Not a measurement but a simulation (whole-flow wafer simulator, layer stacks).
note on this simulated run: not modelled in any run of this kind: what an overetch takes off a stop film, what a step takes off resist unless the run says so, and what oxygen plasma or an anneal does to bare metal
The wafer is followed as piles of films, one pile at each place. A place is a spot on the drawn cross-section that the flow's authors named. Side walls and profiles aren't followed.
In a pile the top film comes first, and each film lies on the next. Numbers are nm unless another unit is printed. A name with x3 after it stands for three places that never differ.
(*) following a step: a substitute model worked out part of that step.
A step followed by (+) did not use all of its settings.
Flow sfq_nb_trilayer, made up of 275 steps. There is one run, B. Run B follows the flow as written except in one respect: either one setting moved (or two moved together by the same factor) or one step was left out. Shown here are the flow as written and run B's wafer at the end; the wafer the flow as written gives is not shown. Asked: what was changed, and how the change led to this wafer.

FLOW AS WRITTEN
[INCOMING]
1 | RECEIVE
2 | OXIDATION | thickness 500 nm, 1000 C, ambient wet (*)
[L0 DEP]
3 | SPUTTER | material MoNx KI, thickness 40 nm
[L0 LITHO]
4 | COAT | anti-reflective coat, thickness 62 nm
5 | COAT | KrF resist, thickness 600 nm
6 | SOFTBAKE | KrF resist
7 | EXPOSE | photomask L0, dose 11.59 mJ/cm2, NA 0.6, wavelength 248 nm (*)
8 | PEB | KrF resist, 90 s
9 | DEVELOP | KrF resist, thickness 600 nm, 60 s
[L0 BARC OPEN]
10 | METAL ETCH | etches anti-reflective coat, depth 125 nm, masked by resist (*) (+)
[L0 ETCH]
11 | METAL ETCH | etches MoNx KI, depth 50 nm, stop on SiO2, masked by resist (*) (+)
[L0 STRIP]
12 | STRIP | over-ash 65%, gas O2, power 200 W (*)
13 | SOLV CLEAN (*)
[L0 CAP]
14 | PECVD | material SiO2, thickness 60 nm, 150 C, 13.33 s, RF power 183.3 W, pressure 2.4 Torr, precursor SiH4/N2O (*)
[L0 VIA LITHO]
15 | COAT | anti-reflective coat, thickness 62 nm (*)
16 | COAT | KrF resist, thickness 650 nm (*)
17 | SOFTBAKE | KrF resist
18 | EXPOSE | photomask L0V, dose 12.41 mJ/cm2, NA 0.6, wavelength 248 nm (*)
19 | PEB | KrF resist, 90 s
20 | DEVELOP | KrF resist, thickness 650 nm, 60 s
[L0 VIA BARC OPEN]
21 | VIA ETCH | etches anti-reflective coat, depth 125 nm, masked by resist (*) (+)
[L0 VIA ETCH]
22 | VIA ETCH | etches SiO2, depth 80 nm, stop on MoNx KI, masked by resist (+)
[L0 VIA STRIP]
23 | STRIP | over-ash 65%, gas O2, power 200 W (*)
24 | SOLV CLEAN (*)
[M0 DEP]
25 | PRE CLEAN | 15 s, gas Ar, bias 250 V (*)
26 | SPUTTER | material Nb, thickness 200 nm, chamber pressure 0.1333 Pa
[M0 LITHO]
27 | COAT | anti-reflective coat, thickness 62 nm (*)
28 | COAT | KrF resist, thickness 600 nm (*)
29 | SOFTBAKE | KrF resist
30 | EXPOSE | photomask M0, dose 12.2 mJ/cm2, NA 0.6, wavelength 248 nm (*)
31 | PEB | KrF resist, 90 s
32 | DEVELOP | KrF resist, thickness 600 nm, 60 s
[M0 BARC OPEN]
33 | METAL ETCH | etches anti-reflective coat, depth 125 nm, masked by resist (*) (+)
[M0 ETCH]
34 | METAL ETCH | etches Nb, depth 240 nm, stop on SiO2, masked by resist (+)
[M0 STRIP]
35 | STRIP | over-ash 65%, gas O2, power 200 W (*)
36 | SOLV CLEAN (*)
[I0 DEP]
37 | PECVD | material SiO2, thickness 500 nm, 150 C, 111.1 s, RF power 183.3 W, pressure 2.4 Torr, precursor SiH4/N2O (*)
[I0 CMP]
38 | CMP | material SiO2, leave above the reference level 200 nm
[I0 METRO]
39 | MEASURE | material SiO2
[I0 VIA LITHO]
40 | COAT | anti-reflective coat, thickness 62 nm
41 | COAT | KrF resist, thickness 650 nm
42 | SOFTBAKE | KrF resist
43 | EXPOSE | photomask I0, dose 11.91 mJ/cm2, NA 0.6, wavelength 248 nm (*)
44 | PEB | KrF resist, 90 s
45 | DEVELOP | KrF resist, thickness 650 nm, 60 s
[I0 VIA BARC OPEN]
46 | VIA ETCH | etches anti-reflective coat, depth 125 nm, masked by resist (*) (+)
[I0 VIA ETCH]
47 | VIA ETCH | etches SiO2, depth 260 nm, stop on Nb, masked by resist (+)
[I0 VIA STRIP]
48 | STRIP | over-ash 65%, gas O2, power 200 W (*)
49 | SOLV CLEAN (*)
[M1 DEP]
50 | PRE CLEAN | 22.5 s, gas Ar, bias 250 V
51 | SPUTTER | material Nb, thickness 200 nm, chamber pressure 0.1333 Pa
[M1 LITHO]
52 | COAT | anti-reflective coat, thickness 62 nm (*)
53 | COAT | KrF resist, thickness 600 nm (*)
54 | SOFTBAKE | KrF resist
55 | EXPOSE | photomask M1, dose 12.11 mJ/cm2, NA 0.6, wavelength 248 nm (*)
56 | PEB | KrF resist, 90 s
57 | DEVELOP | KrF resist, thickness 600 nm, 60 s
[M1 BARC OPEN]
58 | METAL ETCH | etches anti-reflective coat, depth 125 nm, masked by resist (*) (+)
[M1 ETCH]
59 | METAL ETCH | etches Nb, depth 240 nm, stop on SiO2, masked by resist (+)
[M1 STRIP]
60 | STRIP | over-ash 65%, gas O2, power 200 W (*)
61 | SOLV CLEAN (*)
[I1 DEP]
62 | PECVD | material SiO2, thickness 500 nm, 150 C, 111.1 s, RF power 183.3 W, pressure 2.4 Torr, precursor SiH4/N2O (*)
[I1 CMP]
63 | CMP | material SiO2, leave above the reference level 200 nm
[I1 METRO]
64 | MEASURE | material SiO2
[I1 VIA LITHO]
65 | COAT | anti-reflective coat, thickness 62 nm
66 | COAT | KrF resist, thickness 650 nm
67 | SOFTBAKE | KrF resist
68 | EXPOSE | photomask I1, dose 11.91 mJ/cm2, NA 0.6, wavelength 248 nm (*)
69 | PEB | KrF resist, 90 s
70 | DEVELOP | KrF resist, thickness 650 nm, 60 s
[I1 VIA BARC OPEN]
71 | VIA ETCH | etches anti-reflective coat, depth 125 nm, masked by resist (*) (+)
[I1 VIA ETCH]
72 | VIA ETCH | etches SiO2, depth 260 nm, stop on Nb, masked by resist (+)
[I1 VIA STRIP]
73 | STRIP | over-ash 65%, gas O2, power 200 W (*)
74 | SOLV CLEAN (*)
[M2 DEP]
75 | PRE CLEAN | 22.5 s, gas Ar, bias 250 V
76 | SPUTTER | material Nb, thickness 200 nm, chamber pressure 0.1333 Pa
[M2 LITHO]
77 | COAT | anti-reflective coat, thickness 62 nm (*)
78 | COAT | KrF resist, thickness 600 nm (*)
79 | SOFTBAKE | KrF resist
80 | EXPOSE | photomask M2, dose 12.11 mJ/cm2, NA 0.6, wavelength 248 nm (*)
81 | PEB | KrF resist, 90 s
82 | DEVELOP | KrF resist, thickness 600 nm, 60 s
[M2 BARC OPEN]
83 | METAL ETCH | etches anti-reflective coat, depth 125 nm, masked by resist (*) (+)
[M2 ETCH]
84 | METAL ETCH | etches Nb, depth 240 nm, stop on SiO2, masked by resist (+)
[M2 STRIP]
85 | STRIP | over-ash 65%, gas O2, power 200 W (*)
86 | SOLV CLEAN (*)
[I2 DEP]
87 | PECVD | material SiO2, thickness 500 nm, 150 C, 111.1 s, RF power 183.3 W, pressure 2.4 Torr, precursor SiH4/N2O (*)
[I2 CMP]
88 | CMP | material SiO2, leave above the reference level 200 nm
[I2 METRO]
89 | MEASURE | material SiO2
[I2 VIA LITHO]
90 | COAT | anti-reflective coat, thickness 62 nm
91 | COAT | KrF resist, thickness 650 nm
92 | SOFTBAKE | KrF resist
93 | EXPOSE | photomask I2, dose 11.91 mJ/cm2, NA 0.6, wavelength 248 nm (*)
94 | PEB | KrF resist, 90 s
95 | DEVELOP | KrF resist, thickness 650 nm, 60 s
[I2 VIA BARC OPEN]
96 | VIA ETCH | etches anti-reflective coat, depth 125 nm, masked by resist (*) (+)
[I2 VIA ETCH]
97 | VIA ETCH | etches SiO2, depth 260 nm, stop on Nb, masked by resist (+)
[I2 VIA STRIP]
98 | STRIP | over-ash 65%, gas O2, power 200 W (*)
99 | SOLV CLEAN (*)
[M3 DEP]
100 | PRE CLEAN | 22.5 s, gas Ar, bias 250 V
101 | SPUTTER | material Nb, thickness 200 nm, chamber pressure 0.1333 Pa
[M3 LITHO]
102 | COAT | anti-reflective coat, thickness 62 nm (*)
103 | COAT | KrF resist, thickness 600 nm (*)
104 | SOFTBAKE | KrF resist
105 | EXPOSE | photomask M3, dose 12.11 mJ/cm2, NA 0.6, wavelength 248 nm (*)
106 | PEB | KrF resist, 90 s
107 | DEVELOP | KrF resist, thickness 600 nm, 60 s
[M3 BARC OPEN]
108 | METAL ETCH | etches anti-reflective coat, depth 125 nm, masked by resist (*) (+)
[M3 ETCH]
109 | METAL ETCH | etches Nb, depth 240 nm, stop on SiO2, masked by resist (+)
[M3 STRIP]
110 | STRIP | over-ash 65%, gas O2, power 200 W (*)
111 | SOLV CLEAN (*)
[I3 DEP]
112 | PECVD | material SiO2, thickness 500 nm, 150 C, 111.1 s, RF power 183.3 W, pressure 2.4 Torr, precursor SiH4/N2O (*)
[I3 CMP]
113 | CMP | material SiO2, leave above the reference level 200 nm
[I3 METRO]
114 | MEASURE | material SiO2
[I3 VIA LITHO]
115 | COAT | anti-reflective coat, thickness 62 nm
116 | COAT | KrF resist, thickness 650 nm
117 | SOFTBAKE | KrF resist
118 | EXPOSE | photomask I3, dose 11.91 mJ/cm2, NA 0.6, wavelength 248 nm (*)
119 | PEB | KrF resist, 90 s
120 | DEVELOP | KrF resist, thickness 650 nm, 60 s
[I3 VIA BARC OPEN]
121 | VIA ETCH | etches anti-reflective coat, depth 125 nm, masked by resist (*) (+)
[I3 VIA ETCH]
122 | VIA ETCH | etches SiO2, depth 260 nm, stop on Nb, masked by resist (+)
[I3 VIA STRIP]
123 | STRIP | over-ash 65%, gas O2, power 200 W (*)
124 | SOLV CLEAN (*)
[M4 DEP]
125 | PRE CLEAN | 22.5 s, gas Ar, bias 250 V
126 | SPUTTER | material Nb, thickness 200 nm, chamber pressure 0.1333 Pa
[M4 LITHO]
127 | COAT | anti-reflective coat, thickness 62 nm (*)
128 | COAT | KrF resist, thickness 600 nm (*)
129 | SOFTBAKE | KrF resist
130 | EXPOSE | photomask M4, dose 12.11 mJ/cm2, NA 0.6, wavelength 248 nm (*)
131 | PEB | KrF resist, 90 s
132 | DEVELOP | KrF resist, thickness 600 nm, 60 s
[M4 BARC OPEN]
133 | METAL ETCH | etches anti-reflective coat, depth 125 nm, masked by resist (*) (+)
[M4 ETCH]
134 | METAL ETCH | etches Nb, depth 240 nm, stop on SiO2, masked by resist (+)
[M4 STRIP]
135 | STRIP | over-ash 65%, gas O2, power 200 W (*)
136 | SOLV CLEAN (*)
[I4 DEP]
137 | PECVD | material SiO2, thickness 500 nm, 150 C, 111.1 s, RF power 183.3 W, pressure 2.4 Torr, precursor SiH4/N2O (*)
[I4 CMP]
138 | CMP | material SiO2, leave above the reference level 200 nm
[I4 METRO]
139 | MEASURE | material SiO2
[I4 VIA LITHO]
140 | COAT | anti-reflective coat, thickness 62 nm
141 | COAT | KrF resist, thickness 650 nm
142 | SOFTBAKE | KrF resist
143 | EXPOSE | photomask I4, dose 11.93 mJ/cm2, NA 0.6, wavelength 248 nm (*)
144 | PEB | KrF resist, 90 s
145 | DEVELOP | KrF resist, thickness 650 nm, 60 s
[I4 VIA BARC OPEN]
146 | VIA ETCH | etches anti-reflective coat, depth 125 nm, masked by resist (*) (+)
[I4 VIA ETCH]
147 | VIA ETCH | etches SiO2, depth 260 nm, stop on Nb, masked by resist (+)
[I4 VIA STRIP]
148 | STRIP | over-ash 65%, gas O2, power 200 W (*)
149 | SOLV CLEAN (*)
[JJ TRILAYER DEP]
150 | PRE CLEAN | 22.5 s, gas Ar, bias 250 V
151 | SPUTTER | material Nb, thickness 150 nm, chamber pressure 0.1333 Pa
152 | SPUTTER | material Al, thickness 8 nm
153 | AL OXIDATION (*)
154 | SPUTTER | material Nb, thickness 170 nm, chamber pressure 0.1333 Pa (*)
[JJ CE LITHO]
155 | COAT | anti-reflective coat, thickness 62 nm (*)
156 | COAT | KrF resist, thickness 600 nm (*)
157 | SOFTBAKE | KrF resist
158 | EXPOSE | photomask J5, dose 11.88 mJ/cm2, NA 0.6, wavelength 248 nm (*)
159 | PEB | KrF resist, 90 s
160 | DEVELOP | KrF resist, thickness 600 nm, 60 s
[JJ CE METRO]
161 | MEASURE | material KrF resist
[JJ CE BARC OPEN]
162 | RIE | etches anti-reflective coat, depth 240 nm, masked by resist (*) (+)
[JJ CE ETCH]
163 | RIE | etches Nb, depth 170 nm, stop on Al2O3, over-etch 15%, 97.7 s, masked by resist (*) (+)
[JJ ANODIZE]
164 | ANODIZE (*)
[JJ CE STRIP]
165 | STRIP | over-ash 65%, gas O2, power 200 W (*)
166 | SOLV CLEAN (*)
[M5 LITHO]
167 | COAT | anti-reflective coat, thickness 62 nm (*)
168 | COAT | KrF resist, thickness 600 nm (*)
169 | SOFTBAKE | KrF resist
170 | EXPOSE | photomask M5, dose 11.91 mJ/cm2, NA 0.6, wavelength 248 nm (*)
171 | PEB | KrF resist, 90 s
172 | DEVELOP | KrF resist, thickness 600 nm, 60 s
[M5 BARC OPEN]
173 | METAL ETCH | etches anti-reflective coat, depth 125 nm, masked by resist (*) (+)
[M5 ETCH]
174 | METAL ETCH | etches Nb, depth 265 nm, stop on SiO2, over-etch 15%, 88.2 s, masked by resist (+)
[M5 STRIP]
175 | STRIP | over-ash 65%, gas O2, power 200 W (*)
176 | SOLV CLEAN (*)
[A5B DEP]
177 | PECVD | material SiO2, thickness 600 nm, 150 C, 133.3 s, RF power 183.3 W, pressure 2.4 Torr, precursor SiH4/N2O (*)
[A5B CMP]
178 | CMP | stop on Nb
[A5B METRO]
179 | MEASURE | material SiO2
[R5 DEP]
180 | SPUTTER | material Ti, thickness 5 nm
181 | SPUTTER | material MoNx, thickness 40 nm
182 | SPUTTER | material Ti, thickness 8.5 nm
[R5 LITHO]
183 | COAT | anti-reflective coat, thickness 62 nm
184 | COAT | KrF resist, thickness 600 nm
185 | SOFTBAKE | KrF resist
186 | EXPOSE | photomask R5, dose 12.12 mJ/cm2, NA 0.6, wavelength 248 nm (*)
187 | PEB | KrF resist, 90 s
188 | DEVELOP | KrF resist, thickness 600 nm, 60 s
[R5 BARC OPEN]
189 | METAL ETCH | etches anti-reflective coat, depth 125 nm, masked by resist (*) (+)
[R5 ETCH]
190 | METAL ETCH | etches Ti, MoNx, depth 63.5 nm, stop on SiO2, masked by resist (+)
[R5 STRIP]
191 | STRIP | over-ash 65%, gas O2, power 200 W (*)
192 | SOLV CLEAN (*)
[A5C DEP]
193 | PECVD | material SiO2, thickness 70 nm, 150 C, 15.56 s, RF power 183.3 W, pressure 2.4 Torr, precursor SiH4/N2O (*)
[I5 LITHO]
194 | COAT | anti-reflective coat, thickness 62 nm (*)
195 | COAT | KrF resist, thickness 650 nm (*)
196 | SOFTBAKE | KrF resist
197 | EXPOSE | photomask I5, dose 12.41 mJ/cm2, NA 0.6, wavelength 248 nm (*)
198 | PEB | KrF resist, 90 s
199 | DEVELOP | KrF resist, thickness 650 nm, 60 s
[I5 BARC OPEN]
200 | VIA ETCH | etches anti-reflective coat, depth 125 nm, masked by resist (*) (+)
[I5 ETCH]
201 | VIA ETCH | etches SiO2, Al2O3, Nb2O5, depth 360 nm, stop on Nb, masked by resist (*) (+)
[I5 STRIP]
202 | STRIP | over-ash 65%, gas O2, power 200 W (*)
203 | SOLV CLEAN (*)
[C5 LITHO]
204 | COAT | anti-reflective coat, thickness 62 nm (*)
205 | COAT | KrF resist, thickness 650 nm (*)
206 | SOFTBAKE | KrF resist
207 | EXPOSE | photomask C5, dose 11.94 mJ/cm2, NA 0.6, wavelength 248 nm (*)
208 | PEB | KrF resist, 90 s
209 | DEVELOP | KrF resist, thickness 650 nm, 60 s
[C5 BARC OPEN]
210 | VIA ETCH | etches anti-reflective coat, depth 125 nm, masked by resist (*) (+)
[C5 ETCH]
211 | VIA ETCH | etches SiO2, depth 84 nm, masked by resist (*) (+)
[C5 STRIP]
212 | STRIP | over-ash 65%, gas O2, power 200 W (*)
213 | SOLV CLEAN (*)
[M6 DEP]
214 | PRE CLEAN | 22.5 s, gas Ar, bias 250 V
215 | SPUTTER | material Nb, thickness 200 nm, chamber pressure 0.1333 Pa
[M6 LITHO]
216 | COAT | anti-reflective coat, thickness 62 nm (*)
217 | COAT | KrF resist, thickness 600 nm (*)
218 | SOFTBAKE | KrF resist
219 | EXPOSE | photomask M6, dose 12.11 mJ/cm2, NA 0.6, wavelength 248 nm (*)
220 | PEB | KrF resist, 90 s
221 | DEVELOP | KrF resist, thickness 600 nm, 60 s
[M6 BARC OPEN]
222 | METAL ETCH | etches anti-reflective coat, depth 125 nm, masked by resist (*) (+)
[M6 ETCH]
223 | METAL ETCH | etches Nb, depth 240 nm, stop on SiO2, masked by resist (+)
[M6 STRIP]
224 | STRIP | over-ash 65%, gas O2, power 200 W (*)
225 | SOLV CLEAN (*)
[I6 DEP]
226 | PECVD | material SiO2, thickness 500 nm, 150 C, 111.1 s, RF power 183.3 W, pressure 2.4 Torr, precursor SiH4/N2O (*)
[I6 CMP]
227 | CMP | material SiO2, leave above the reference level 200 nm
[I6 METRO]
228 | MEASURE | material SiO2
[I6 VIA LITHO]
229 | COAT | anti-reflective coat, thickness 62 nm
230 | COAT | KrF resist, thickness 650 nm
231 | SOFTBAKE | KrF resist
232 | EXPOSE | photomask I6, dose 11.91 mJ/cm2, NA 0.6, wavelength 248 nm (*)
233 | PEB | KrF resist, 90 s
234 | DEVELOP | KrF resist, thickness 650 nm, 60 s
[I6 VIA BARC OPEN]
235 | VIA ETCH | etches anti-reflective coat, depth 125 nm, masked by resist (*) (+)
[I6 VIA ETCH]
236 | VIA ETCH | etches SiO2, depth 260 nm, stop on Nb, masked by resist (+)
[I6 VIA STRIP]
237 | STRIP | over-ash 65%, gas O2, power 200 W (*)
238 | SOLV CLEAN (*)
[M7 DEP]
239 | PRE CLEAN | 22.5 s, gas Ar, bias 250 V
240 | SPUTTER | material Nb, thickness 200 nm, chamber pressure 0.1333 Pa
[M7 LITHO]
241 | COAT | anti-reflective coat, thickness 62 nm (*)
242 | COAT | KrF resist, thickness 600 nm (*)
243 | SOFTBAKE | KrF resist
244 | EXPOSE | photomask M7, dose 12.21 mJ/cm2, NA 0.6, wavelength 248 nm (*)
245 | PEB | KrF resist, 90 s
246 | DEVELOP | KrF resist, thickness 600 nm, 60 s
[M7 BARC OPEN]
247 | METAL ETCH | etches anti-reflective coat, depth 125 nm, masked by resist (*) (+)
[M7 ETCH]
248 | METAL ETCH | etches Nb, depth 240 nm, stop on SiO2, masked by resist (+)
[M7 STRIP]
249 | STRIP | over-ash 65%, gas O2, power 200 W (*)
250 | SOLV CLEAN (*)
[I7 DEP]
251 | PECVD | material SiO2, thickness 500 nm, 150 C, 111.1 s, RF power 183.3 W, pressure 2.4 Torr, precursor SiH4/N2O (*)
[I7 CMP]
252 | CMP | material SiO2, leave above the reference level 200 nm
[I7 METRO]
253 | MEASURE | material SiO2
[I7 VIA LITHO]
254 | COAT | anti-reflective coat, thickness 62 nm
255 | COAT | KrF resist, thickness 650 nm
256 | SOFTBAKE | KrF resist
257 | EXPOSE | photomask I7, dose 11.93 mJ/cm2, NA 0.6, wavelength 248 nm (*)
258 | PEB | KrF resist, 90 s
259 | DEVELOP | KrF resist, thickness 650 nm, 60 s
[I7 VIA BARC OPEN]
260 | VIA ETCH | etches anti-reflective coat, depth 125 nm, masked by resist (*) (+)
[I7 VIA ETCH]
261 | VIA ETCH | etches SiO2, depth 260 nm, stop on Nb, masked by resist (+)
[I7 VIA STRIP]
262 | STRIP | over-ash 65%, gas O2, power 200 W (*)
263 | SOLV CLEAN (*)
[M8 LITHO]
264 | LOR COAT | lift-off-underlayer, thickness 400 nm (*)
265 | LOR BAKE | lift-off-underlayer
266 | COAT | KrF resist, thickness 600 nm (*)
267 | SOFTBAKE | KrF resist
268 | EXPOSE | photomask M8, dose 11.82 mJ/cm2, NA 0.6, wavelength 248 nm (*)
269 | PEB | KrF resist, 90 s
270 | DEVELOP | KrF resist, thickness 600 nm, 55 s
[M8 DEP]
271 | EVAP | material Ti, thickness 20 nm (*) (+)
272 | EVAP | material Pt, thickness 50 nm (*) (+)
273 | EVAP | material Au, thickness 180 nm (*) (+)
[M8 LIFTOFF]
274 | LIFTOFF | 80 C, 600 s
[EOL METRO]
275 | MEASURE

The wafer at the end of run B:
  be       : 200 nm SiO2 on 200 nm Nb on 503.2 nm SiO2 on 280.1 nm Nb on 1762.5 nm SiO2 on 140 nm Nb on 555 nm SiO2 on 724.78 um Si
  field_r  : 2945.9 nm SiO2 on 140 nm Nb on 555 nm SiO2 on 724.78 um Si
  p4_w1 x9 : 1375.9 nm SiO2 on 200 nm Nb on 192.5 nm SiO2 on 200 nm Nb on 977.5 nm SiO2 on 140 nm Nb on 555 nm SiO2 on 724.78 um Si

What caused this: step 26, SPUTTER: thickness 140 nm was run, while the flow as written has thickness 200 nm.
The wafer lets one read it off: be has Nb 140, and step 26 as written asks for 200 nm.

The path from the change to this, step by step:
  26 | SPUTTER | material Nb, thickness 200 nm, chamber pressure 0.1333 Pa
      field_l, via_wl, via_w and 101 more: +140 Nb (new film) (in the flow as written it would be: +200 Nb (new film))
      v_sur: +137.6 Nb (new film) (in the flow as written it would be: +200 Nb (new film))
      (as well as at 1 more place)
  34 | METAL ETCH | etches Nb, depth 240 nm, stop on SiO2, masked by resist (+)
      field_l, v_sur, via_wl and 100 more: -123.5 KrF resist (in the flow as written it would be: -141.2 KrF resist)
      moat, m0r_space_l x2: -140 Nb (all of it) (in the flow as written it would be: -200 Nb (all of it))
  35 | STRIP | over-ash 65%, gas O2, power 200 W (*)
      p4_fl x3, p4_w1 x9, p4_g1 x2 and 57 more: -400 KrF resist (all of it), -62 anti-reflective coat (all of it) (in the flow as written it would be: -382.4 KrF resist (all of it), -62 anti-reflective coat (all of it))
      c5j, ce_r, sp_r, be_r, r_sur, res: -406.6 KrF resist (all of it), -63.6 anti-reflective coat (all of it) (in the flow as written it would be: -389 KrF resist (all of it), -63.6 anti-reflective coat (all of it))
      (as well as at 26 more places)
  37 | PECVD | material SiO2, thickness 500 nm, 150 C, 111.1 s, RF power 183.3 W, pressure 2.4 Torr, precursor SiH4/N2O (*)
      moat, m0r_space_l x2: +500 SiO2 (in the flow as written it would be: +557.1 SiO2)
